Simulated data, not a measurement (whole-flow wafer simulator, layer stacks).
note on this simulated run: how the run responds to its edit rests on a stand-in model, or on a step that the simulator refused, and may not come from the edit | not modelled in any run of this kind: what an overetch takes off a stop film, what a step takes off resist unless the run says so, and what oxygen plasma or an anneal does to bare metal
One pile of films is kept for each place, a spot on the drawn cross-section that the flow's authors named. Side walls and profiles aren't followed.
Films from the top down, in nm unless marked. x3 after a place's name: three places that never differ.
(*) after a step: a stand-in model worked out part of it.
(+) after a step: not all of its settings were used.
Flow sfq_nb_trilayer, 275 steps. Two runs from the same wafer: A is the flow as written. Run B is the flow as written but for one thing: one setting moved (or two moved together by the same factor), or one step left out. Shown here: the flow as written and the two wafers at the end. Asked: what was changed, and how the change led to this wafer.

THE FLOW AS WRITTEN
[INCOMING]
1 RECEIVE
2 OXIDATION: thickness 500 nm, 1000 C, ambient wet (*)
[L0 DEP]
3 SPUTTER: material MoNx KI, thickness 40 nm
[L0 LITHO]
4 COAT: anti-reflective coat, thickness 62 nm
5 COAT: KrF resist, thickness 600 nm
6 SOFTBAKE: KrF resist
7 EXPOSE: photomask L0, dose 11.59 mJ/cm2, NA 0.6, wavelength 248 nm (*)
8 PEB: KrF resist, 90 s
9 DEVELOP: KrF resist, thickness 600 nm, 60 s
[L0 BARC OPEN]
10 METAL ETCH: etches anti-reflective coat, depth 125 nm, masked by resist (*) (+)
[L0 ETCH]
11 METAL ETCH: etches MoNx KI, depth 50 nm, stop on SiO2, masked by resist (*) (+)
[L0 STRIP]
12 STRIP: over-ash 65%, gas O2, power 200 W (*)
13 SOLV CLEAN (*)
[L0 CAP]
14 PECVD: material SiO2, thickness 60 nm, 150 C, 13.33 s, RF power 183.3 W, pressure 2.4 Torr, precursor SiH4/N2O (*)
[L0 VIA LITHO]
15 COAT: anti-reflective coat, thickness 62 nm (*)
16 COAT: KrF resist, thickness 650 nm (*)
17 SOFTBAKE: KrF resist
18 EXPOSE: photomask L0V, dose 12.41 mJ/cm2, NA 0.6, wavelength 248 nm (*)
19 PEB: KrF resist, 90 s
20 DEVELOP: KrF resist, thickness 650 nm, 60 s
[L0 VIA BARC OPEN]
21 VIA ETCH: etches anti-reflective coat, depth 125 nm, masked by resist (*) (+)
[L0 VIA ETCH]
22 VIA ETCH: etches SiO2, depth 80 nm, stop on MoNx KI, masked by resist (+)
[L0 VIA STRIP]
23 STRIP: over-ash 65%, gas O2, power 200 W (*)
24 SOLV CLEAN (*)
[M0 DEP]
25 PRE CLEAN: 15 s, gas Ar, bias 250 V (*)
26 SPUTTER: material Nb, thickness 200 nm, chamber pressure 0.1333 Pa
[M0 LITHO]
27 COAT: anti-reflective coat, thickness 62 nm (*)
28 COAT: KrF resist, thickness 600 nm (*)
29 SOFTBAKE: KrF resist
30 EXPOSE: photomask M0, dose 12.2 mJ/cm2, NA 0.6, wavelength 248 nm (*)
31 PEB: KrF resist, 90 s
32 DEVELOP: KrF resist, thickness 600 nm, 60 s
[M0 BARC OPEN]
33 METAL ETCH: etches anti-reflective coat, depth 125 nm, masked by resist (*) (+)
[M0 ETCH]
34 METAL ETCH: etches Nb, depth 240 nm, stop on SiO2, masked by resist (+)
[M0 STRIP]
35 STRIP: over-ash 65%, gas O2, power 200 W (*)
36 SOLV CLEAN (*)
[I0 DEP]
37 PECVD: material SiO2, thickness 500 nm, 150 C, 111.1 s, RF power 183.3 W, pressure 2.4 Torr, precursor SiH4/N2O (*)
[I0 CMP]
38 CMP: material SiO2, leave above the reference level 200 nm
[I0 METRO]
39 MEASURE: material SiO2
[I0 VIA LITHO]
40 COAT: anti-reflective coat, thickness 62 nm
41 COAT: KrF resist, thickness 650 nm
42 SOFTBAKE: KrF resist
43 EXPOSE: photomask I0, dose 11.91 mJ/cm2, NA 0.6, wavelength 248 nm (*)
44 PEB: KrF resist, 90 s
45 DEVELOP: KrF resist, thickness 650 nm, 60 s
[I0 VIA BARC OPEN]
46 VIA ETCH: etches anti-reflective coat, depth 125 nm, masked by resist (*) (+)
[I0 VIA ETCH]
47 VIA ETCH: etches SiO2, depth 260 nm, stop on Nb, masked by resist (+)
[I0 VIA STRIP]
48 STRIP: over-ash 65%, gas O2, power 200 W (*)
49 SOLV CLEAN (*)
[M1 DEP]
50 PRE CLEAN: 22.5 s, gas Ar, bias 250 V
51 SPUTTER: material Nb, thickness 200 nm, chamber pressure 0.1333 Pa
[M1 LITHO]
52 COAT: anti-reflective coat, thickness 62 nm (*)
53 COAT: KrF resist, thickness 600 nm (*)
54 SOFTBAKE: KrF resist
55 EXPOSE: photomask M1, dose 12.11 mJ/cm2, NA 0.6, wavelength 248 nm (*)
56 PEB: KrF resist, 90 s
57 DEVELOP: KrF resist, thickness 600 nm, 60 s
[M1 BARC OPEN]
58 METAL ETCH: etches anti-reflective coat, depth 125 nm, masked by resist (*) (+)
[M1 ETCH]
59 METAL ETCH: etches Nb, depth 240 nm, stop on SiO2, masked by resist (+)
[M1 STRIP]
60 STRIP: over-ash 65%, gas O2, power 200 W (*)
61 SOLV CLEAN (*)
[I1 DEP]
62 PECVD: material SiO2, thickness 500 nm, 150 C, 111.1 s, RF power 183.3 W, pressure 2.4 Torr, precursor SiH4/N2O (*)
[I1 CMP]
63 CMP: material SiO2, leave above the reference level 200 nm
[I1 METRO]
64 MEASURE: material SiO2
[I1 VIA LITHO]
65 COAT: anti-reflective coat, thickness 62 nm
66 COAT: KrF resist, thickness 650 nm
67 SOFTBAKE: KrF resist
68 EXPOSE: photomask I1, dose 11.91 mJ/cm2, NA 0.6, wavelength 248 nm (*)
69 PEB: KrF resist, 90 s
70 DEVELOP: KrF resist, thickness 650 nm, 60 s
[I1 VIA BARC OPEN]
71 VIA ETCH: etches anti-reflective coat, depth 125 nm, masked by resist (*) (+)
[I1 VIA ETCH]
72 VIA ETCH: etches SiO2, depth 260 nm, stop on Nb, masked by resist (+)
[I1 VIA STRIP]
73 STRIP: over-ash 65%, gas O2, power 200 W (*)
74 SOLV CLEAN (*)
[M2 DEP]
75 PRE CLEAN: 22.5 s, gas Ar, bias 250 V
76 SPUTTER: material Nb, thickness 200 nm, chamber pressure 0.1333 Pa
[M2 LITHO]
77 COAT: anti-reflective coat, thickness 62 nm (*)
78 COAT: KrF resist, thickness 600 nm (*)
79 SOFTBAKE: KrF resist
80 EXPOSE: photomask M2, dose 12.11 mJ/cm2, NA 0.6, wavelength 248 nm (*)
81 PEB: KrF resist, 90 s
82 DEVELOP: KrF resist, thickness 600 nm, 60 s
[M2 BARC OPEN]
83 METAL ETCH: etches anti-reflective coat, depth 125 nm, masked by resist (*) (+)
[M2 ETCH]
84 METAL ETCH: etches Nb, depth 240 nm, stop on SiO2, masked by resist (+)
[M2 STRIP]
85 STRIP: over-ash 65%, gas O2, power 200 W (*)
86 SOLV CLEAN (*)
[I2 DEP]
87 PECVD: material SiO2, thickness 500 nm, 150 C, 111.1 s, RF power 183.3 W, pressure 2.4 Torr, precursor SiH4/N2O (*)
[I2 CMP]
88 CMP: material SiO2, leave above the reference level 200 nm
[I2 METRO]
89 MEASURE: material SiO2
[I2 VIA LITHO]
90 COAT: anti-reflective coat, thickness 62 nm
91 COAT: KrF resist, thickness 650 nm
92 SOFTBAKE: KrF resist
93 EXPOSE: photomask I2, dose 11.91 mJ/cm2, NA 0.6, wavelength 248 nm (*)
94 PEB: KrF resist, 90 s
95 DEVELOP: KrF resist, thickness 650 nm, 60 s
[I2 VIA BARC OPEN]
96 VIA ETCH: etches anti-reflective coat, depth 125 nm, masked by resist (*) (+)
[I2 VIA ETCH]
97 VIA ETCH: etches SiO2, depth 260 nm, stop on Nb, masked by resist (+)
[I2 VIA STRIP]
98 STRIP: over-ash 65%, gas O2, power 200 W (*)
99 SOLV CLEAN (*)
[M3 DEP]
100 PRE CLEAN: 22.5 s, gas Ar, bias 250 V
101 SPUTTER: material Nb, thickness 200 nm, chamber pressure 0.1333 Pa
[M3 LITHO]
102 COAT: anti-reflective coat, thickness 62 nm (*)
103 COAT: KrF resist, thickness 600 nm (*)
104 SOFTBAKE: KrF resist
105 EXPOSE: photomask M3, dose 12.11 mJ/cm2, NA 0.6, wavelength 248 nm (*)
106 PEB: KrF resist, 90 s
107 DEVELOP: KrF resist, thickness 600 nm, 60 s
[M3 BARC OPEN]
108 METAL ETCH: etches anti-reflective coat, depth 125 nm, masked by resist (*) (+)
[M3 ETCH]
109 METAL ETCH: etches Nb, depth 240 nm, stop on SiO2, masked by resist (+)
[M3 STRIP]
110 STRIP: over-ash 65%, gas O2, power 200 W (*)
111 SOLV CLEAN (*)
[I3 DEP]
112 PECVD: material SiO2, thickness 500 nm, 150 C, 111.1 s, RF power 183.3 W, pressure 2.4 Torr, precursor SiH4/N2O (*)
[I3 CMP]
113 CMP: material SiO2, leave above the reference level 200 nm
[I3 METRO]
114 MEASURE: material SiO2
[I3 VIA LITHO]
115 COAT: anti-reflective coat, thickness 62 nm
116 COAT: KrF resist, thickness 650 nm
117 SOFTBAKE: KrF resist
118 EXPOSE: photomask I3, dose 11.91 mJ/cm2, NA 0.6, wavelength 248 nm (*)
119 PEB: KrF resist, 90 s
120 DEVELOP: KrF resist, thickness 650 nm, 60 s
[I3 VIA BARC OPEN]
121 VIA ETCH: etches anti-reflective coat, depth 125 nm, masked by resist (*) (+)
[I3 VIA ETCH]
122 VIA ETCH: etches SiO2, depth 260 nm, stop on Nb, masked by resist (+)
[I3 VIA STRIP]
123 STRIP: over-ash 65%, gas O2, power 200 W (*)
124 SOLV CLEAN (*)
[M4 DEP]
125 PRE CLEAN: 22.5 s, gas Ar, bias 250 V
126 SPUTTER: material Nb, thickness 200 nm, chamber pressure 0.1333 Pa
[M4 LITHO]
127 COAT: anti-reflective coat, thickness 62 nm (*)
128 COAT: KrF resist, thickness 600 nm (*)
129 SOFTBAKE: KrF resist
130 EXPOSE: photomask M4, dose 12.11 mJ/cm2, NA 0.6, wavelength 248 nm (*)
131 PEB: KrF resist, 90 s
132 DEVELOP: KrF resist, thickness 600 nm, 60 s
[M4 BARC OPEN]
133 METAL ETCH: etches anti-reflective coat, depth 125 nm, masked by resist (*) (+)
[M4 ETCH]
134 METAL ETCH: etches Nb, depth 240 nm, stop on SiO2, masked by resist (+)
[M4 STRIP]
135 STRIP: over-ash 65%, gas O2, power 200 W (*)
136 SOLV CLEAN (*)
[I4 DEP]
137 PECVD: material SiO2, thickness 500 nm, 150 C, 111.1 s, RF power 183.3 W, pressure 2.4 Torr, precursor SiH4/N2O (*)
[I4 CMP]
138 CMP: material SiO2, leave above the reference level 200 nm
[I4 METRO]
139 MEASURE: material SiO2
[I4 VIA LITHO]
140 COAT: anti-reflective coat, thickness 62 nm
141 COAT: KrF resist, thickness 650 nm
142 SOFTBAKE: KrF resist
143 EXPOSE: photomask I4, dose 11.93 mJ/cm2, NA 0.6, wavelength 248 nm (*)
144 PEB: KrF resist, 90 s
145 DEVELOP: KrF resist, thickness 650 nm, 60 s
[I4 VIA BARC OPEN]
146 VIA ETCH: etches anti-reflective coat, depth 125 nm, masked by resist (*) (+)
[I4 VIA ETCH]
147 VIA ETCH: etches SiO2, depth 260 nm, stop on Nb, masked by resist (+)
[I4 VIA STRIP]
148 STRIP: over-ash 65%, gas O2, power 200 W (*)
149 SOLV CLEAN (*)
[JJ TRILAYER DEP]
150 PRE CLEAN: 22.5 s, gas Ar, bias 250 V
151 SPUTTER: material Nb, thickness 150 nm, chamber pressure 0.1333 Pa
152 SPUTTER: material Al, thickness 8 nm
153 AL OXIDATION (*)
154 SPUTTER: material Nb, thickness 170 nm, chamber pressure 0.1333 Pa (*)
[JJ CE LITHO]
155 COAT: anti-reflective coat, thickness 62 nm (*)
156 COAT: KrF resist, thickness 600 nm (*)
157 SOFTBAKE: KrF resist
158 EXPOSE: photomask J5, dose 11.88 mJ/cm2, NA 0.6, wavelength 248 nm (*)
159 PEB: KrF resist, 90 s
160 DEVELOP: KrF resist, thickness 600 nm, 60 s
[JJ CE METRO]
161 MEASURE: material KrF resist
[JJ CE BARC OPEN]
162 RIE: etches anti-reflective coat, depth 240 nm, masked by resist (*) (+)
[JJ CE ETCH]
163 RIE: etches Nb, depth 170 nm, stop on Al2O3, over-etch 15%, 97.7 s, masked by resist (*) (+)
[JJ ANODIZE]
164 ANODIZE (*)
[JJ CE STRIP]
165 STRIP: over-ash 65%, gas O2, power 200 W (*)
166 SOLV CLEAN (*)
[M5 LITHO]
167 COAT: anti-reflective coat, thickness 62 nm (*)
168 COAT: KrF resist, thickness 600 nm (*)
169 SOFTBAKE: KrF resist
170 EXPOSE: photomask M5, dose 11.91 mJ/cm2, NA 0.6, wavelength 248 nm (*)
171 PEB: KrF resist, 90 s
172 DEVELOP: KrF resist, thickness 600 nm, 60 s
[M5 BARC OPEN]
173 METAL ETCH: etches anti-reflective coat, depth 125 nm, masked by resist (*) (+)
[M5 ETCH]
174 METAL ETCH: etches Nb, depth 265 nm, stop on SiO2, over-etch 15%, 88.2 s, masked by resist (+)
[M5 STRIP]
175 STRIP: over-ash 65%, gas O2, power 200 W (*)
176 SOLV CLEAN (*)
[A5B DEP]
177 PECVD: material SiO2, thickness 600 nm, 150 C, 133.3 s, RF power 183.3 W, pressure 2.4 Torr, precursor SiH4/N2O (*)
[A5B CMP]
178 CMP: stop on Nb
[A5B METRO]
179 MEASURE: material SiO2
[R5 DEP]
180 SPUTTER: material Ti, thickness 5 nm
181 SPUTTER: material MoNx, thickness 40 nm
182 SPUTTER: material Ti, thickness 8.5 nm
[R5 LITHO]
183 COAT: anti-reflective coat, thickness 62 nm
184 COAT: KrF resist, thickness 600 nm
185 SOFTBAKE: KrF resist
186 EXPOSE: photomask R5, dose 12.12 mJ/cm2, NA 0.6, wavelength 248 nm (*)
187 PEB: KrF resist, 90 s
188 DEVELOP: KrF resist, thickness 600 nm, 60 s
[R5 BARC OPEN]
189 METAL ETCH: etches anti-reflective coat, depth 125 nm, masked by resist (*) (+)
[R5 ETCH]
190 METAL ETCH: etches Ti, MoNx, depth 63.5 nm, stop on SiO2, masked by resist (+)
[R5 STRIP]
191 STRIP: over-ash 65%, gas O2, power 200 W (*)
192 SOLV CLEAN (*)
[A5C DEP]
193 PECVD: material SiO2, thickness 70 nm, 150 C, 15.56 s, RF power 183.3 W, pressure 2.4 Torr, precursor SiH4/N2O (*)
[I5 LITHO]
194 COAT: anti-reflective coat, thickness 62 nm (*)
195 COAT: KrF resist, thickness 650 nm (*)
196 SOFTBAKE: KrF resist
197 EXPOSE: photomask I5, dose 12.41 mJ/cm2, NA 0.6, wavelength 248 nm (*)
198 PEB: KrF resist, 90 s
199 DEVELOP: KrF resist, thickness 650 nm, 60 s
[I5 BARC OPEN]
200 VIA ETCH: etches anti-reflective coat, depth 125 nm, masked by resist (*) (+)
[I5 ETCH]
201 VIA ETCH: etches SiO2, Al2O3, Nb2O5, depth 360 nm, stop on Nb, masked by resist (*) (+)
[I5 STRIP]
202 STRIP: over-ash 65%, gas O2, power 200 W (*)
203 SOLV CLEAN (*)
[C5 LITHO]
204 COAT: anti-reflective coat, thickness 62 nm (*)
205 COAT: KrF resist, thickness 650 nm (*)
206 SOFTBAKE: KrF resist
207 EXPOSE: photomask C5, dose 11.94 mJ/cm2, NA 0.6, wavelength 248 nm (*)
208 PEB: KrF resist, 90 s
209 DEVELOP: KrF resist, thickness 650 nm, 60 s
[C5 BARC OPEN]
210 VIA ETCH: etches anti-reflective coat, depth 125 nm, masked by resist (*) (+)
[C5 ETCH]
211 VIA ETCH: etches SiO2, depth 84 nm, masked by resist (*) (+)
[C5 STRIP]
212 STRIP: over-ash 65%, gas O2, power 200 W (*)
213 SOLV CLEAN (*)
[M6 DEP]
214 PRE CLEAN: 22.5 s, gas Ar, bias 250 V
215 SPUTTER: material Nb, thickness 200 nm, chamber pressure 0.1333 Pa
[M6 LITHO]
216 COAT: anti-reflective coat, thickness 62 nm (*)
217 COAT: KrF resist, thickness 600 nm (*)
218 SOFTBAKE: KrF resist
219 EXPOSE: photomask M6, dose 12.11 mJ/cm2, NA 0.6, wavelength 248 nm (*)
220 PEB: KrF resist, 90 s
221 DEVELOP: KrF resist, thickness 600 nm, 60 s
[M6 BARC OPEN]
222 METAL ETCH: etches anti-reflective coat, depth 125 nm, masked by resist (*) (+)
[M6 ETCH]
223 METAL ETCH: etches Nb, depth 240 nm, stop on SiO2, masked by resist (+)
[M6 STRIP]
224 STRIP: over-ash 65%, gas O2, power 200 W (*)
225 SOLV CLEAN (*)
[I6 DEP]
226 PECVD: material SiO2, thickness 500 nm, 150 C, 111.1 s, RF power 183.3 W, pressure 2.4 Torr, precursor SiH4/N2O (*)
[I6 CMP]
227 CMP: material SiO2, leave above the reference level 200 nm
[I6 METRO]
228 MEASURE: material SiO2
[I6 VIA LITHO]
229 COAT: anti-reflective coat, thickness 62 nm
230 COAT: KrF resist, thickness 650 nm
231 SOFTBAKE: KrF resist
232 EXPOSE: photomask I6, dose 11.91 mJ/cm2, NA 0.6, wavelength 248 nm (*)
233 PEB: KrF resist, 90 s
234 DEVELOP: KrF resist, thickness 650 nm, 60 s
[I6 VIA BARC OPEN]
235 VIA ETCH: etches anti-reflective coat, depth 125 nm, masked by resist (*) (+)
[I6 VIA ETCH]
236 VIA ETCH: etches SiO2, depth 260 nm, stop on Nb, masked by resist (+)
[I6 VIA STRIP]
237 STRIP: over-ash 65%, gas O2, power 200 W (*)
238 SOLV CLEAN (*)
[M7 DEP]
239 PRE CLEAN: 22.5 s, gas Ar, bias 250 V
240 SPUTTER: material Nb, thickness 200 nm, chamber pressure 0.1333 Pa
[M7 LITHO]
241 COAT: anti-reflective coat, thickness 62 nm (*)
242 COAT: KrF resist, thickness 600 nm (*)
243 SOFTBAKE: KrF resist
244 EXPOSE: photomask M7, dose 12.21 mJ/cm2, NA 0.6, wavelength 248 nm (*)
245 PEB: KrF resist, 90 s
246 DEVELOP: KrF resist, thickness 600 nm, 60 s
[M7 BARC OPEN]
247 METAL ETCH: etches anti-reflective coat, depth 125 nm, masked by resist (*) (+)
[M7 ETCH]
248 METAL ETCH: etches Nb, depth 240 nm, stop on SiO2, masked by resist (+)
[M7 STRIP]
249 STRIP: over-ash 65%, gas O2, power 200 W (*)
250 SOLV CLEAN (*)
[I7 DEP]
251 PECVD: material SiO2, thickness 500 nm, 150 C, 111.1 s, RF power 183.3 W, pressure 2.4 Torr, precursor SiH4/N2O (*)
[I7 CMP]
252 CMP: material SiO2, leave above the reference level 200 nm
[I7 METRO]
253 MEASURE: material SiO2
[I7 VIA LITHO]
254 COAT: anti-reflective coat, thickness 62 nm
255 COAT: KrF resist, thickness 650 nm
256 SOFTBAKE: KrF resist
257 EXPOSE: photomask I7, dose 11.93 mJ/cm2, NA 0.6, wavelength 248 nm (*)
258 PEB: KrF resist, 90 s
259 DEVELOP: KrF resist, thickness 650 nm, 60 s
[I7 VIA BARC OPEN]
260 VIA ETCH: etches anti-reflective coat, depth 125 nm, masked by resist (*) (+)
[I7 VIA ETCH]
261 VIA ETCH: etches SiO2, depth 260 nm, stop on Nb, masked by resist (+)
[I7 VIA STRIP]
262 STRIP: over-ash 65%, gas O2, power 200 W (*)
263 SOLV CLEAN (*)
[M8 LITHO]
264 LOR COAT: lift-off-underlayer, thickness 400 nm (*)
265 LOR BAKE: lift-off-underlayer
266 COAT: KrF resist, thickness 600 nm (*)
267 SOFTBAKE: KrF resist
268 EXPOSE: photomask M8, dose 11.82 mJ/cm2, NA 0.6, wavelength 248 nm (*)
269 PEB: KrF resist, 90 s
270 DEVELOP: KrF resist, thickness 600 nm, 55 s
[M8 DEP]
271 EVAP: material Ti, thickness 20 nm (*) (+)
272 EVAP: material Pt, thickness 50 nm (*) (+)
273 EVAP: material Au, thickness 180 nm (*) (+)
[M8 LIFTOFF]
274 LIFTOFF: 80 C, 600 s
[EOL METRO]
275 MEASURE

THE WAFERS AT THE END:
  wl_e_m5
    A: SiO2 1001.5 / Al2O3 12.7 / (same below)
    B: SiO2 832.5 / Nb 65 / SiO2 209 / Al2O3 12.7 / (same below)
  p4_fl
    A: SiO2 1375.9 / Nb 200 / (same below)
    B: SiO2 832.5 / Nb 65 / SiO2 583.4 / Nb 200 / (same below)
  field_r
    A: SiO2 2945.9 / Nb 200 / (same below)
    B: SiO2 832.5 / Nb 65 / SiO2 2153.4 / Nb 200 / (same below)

The cause: step 215, SPUTTER: thickness 305 nm was run, where the flow has thickness 200 nm.

How the change led to this, step by step:
  215 SPUTTER: material Nb, thickness 200 nm, chamber pressure 0.1333 Pa
      field_l, v_sur, via_wl and 100 more: A Nb +200 (new film) | B Nb +305 (new film)
      be: A Nb +147.3 | B Nb +223
      (and at 2 more places)
  216 COAT: anti-reflective coat, thickness 62 nm (*)
      be: A anti-reflective coat +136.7 (new film) | B anti-reflective coat +147.4 (new film)
      be_sur: A anti-reflective coat +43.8 (new film) | B anti-reflective coat +45 (new film)
      (and at 1 more place)
  223 METAL ETCH: etches Nb, depth 240 nm, stop on SiO2, masked by resist (+)
      field_l, gap, moat and 76 more: A Nb -200 (all of it) | B Nb -240
  224 STRIP: over-ash 65%, gas O2, power 200 W (*)
      be: A KrF resist -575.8 (all of it), anti-reflective coat -136.7 (all of it) | B KrF resist -591.9 (all of it), anti-reflective coat -147.4 (all of it)
      be_sur: A KrF resist -371.2 (all of it), anti-reflective coat -43.8 (all of it) | B KrF resist -368.5 (all of it), anti-reflective coat -45 (all of it)
      (and at 1 more place)
  226 PECVD: material SiO2, thickness 500 nm, 150 C, 111.1 s, RF power 183.3 W, pressure 2.4 Torr, precursor SiH4/N2O (*)
      field_l, p4_fl, p4_fm and 62 more: A SiO2 +500 | B SiO2 +500 (new film)
      moat, field_r, lsp_l, ln_m5, lsp_m: A SiO2 +493.6 | B SiO2 +492.3 (new film)
      (and at 10 more places)
  227 CMP: material SiO2, leave above the reference level 200 nm
      field_l, p4_fl, p4_fm and 59 more: A SiO2 -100 | B SiO2 -60
      moat, field_r, lsp_l, ln_m5, lsp_m: A SiO2 -93.6 | B SiO2 -52.3
      (and at 9 more places)
Counting metal films that touch as one body, wl_e_m5 has 7 bodies (between them, from the top down: SiO2 209 / Al2O3 12.7 / Nb2O5 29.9; SiO2 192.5; SiO2 192.5; SiO2 192.5; SiO2 192.5; SiO2 192.5); the flow as written gives 6 bodies (between them, from the top down: SiO2 192.5; SiO2 192.5; SiO2 192.5; SiO2 192.5; SiO2 192.5).
Counting metal films that touch as one body, p4_fl has 3 bodies (between them, from the top down: SiO2 583.4; SiO2 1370); the flow as written gives 2 bodies (between them, from the top down: SiO2 1370).
Counting metal films that touch as one body, field_r has 2 bodies (between them, from the top down: SiO2 2153.4); the flow as written gives 1 body.
